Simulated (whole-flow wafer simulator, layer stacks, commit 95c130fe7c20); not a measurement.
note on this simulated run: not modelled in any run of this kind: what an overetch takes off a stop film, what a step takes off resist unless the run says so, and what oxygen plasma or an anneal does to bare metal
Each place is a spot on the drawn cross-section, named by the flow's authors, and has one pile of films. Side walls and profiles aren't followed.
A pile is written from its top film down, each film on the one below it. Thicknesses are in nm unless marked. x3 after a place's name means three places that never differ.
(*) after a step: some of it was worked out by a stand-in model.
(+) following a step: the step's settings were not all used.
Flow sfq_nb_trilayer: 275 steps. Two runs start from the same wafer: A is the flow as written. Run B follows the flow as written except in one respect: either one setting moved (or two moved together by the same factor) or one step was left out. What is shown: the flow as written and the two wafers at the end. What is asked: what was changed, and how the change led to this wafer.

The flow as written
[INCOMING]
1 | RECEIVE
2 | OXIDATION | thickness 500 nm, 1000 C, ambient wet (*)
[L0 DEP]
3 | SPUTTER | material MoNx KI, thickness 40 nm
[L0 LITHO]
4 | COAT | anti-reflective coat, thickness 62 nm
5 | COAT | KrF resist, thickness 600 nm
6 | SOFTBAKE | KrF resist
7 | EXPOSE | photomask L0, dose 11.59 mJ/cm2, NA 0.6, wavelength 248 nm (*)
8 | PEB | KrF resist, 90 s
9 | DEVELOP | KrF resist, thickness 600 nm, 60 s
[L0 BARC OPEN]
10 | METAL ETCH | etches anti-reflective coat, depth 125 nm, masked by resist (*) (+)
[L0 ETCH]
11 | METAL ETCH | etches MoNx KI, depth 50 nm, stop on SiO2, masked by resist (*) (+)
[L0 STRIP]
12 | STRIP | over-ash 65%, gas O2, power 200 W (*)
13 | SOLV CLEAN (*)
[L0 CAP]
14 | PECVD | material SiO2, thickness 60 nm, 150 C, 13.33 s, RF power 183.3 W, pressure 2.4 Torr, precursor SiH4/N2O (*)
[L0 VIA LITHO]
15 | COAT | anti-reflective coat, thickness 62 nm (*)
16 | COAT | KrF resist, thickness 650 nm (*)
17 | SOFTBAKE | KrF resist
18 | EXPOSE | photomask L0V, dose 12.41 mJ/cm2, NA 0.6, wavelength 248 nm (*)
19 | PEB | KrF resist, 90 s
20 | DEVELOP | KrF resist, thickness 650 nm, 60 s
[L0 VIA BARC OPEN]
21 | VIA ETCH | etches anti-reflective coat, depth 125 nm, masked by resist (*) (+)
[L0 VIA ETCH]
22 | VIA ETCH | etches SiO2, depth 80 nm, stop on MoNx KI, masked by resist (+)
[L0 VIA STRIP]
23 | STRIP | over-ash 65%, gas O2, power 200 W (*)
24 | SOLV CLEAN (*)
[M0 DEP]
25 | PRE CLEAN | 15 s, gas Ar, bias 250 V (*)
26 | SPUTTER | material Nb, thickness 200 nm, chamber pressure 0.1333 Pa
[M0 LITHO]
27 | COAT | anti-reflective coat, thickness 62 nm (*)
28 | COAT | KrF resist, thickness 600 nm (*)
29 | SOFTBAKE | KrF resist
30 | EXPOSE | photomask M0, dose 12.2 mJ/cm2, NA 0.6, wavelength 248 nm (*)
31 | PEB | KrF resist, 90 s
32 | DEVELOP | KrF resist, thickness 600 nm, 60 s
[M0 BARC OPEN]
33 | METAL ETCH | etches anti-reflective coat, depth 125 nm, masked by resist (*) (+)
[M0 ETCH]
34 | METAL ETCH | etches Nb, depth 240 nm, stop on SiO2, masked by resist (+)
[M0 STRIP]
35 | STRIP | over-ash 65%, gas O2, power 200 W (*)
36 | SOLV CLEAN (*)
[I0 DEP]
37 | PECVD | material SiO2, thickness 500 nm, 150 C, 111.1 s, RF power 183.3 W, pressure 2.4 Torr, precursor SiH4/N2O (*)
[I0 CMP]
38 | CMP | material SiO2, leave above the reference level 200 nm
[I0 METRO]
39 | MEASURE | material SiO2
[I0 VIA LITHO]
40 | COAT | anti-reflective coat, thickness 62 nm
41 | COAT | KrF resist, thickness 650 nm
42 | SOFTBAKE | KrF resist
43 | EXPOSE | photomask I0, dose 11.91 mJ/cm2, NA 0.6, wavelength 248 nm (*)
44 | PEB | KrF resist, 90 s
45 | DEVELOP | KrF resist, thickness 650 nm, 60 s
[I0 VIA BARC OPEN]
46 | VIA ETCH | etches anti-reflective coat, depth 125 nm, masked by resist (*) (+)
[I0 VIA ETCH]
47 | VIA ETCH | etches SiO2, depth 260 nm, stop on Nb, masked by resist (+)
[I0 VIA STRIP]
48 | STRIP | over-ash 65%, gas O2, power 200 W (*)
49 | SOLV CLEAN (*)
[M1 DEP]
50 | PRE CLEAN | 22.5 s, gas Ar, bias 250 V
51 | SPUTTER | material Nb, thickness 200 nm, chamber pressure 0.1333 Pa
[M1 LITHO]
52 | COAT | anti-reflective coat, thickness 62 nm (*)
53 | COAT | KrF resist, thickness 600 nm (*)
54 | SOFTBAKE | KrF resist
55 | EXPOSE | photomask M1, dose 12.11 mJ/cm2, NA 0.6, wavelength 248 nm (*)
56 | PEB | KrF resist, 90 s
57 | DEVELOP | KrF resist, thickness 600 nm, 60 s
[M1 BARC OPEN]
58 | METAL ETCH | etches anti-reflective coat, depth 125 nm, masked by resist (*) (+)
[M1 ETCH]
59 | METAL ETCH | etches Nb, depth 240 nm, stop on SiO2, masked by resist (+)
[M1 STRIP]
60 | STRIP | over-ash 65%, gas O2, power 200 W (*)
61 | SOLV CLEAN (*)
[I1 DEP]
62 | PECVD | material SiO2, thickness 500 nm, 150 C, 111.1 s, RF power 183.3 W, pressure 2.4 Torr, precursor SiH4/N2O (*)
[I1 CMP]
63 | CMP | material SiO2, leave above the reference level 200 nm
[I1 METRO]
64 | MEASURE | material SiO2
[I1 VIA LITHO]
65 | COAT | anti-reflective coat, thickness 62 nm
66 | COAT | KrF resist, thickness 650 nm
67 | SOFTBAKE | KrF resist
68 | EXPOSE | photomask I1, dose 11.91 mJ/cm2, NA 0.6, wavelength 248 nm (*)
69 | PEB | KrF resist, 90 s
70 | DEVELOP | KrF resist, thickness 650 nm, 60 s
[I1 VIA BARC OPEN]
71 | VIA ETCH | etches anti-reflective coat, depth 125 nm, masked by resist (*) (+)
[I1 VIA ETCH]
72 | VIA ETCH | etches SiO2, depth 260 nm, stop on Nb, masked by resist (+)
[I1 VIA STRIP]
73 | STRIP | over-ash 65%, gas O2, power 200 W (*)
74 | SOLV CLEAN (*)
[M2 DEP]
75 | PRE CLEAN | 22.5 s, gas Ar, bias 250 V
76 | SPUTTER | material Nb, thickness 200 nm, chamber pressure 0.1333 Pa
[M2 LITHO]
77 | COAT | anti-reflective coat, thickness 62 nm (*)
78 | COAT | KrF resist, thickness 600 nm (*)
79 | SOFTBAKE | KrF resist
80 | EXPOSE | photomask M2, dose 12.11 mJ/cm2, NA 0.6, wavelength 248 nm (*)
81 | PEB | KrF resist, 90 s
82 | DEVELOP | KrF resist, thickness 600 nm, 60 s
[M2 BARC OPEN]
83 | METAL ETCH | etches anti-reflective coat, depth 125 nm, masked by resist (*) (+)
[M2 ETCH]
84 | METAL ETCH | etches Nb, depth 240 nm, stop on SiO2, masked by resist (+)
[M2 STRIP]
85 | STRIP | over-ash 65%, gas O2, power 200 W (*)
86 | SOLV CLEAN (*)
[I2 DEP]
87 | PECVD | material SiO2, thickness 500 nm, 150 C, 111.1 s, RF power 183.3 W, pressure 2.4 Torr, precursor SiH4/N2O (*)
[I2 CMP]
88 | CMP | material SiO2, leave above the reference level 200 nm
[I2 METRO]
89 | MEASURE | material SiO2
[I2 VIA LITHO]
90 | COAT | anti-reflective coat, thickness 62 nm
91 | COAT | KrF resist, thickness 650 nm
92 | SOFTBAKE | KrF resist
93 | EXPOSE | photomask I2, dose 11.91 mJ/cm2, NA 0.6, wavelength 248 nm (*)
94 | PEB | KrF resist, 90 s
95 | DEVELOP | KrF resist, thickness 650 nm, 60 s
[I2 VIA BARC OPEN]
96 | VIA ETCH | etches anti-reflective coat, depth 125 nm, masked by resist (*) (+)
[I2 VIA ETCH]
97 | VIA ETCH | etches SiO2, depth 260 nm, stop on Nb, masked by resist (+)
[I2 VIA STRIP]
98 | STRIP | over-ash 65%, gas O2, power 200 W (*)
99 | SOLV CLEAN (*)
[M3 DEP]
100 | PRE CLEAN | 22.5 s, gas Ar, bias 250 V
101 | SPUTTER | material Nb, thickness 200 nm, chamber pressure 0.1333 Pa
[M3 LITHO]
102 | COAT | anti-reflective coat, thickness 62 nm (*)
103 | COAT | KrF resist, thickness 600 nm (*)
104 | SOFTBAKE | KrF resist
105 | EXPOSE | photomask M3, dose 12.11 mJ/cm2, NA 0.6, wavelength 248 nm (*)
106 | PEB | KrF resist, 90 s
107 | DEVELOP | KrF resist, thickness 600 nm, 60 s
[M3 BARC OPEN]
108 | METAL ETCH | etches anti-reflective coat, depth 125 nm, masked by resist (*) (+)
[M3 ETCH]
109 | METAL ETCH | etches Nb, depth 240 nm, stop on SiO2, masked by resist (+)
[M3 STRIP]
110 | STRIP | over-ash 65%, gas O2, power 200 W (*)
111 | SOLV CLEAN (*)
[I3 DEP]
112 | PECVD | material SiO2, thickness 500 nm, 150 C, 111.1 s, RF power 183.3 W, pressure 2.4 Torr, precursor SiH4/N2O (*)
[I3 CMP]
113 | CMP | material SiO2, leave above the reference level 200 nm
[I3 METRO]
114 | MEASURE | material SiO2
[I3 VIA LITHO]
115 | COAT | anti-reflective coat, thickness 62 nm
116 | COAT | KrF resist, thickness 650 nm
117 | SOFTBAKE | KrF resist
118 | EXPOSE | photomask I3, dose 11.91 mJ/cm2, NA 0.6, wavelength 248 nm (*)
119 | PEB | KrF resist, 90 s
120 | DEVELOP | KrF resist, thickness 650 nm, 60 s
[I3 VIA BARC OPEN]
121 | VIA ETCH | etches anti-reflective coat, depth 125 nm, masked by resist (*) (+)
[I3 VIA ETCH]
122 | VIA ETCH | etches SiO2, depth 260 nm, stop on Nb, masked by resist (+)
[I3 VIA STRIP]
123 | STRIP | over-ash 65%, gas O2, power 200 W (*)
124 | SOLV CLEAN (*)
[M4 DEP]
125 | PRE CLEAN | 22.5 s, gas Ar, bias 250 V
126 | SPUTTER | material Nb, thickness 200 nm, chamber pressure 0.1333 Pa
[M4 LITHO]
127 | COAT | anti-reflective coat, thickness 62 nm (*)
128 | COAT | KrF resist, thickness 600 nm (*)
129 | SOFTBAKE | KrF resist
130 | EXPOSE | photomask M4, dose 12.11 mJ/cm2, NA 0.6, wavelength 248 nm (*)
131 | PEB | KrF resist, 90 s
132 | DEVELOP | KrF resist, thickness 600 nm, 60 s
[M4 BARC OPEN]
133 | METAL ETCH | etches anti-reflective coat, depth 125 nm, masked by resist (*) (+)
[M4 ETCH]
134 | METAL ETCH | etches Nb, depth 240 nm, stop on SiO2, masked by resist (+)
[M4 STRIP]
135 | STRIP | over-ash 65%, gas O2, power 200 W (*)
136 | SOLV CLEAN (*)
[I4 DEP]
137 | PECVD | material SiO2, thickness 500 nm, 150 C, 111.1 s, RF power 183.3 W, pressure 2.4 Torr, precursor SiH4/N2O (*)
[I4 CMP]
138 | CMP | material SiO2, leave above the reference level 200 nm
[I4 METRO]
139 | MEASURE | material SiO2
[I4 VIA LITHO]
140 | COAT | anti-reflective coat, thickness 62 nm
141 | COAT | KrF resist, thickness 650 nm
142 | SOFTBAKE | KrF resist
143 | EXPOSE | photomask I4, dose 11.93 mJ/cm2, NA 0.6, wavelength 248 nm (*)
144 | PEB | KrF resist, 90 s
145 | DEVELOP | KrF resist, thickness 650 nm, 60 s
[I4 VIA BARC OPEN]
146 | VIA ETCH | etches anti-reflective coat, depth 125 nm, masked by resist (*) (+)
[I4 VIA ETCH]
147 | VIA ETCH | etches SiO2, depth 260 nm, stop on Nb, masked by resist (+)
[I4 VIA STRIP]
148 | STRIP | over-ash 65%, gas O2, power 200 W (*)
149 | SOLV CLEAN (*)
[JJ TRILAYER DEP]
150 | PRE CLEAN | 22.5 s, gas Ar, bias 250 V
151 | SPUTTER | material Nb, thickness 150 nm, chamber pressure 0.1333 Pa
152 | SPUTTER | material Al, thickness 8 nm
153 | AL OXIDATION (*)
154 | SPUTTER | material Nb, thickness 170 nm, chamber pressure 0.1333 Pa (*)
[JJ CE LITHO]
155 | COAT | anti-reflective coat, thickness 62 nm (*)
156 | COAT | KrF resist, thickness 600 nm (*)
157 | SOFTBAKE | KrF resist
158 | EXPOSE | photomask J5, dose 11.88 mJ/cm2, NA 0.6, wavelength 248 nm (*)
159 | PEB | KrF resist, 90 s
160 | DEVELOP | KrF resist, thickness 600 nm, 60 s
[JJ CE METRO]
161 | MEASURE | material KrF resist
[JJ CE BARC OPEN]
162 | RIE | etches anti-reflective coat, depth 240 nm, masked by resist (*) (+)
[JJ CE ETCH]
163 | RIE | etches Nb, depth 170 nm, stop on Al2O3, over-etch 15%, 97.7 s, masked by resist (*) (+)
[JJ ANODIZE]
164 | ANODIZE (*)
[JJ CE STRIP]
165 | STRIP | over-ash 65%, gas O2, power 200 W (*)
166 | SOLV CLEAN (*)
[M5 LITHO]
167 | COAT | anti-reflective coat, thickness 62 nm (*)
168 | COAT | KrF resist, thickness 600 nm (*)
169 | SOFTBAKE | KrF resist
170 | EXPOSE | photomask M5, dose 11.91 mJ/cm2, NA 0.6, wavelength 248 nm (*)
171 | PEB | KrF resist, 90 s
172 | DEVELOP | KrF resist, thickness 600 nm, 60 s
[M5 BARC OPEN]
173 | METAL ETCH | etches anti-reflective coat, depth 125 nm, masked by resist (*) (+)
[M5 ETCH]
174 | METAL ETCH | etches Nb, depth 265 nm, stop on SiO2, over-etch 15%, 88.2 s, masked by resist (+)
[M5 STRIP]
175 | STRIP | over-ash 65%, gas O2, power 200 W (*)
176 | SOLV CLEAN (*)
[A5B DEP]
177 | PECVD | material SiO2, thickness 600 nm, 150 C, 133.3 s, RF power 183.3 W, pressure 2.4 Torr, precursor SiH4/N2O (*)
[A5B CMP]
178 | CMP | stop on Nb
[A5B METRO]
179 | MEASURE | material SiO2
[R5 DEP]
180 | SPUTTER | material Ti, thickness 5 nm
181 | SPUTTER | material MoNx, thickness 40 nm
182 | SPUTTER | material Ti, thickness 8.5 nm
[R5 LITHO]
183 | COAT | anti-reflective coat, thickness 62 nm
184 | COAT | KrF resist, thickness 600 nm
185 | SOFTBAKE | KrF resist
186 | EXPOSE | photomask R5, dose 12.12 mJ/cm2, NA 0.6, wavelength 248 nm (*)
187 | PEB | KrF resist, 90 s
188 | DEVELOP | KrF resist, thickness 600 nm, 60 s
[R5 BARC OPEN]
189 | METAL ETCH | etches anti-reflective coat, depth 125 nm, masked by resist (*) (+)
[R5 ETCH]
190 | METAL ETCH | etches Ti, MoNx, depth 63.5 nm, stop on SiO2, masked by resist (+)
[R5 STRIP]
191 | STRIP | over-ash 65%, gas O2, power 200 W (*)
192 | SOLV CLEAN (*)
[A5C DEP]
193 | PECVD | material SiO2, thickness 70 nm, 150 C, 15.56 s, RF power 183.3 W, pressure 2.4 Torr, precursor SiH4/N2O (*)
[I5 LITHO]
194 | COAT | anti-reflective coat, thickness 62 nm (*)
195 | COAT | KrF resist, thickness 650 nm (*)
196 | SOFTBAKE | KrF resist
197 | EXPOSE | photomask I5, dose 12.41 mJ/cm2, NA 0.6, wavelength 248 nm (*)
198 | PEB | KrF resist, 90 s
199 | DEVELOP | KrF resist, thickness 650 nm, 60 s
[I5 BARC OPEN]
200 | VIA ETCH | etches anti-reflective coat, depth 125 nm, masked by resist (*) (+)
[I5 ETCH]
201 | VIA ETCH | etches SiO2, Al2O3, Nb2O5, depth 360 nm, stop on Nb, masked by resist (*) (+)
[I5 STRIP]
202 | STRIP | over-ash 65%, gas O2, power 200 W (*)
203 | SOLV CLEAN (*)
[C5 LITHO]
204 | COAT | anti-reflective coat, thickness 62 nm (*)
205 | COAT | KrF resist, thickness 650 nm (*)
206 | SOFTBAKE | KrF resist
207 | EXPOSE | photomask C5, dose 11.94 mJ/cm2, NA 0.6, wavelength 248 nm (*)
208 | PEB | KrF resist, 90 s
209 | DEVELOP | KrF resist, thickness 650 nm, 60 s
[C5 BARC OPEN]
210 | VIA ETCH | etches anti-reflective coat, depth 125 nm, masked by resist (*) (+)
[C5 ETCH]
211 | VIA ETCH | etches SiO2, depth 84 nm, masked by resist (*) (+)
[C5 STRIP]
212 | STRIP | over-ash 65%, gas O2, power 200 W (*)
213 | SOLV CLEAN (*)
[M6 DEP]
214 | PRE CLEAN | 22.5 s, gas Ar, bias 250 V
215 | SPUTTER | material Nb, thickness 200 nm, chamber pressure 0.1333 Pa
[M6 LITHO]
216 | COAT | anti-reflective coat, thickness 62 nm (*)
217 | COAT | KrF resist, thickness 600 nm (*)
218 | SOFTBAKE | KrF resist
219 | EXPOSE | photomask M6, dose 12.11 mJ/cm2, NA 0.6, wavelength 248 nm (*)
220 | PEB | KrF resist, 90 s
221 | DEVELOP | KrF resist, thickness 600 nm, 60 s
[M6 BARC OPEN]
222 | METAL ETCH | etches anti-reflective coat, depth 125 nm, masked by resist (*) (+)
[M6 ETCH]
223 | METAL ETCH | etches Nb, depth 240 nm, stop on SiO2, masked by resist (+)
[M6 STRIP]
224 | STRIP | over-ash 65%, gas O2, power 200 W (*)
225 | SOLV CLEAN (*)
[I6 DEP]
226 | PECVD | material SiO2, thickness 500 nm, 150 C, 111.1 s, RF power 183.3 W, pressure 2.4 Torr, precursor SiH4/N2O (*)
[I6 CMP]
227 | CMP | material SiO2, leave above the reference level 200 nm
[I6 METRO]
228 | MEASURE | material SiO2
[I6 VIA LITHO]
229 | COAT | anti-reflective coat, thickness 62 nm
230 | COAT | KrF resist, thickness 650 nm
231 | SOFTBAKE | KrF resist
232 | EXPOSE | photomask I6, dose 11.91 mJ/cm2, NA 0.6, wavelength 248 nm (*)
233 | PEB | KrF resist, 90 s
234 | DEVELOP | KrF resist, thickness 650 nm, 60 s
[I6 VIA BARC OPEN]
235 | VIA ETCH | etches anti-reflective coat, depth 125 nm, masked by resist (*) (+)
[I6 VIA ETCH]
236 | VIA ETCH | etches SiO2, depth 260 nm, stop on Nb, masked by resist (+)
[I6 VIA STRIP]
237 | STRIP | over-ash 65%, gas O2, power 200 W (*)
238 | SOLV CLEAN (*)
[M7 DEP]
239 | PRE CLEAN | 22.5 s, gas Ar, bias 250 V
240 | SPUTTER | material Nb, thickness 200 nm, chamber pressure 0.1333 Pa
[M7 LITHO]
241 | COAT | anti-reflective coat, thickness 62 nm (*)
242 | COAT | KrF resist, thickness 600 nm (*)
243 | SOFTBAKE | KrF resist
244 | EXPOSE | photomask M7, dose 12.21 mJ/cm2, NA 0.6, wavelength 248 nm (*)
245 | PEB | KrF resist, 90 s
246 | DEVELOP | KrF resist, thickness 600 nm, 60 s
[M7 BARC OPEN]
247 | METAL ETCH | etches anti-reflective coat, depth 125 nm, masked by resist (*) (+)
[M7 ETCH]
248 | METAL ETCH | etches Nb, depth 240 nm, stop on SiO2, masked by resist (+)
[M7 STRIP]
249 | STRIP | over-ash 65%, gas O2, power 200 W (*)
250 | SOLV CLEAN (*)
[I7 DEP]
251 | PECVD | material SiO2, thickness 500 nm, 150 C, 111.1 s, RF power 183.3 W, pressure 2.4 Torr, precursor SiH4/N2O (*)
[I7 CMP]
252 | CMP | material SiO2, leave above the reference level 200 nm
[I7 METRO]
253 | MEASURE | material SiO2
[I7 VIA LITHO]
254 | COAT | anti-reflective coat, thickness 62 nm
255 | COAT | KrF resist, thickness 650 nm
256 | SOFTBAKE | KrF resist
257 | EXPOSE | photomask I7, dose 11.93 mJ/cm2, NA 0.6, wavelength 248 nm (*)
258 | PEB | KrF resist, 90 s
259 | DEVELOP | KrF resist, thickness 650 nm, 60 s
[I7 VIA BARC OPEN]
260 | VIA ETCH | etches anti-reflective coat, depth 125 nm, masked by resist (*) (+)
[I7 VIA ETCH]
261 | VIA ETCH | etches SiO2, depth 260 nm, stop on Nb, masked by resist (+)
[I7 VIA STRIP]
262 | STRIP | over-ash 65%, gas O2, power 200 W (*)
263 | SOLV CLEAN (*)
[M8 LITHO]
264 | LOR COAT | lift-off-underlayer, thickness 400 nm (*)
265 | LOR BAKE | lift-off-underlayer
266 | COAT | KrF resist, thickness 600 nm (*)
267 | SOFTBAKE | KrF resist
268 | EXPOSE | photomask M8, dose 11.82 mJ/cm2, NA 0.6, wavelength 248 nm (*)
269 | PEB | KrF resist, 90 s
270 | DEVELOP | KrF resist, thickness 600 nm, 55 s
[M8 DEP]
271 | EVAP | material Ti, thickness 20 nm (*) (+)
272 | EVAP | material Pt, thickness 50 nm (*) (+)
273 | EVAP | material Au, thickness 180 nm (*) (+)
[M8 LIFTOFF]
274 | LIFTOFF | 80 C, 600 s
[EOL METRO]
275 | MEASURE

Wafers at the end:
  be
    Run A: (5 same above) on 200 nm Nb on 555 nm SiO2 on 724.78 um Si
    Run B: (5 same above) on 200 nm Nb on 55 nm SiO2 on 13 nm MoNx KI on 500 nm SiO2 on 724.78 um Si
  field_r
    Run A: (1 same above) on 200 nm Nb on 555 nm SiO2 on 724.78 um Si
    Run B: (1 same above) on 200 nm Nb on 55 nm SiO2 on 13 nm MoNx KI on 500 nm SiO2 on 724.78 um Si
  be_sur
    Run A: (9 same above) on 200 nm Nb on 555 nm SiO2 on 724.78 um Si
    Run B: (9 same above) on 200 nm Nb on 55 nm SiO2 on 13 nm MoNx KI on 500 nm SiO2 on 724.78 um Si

What caused this: step 3, SPUTTER: thickness 63 nm was run, whereas the flow has thickness 40 nm.

Step by step, how the change led to this:
  3 | SPUTTER | material MoNx KI, thickness 40 nm
      field_l, v_sur, via_wl and 103 more: A +40 MoNx KI (new film) | B +63 MoNx KI (new film)
  11 | METAL ETCH | etches MoNx KI, depth 50 nm, stop on SiO2, masked by resist (*) (+)
      v_sur, via_wl, via_w and 97 more: A -40 MoNx KI (all of it) | B -50 MoNx KI
  14 | PECVD | material SiO2, thickness 60 nm, 150 C, 13.33 s, RF power 183.3 W, pressure 2.4 Torr, precursor SiH4/N2O (*)
      v_sur, via_wl, via_w and 97 more: A +60 SiO2 | B +60 SiO2 (new film)
  15 | COAT | anti-reflective coat, thickness 62 nm (*)
      field_l: A +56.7 anti-reflective coat (new film) | B +55.5 anti-reflective coat (new film)
      v_sur: A +72.2 anti-reflective coat (new film) | B +74.9 anti-reflective coat (new film)
      (and at 2 other places as well)
  23 | STRIP | over-ash 65%, gas O2, power 200 W (*)
      field_l: A -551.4 KrF resist (all of it), -56.7 anti-reflective coat (all of it) | B -549.3 KrF resist (all of it), -55.5 anti-reflective coat (all of it)
      v_sur: A -570.5 KrF resist (all of it), -72.2 anti-reflective coat (all of it) | B -573.1 KrF resist (all of it), -74.9 anti-reflective coat (all of it)
      (and at 2 other places as well)
  27 | COAT | anti-reflective coat, thickness 62 nm (*)
      v_sur: A +72.3 anti-reflective coat (new film) | B +75.1 anti-reflective coat (new film)
      l0_sur: A +47.5 anti-reflective coat (new film) | B +46.5 anti-reflective coat (new film)
      (and at 1 other place as well)
  35 | STRIP | over-ash 65%, gas O2, power 200 W (*)
      v_sur: A -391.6 KrF resist (all of it), -72.3 anti-reflective coat (all of it) | B -393.9 KrF resist (all of it), -75.1 anti-reflective coat (all of it)
      l0_sur: A -372 KrF resist (all of it), -47.5 anti-reflective coat (all of it) | B -369.2 KrF resist (all of it), -46.5 anti-reflective coat (all of it)
      (and at 1 other place as well)
  38 | CMP | material SiO2, leave above the reference level 200 nm
      field_l, l0_sur, l0r_line_l, l0r_line_c, l0r_line_r: A -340 SiO2 | B -350 SiO2
      l0v: A -277.8 SiO2 | B -287.8 SiO2
If metal films that touch count as one body, be has 4 bodies (between them, from the top down: SiO2 503.2; SiO2 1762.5; SiO2 55); the flow as written gives 3 bodies (between them, from the top down: SiO2 503.2; SiO2 1762.5).
If metal films that touch count as one body, field_r has 2 bodies (between them, from the top down: SiO2 55); the flow as written gives 1 body.
If metal films that touch count as one body, be_sur has 5 bodies (between them, from the top down: SiO2 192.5; SiO2 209 / Al2O3 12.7 / Nb2O5 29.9; SiO2 1762.5; SiO2 55); the flow as written gives 4 bodies (between them, from the top down: SiO2 192.5; SiO2 209 / Al2O3 12.7 / Nb2O5 29.9; SiO2 1762.5).
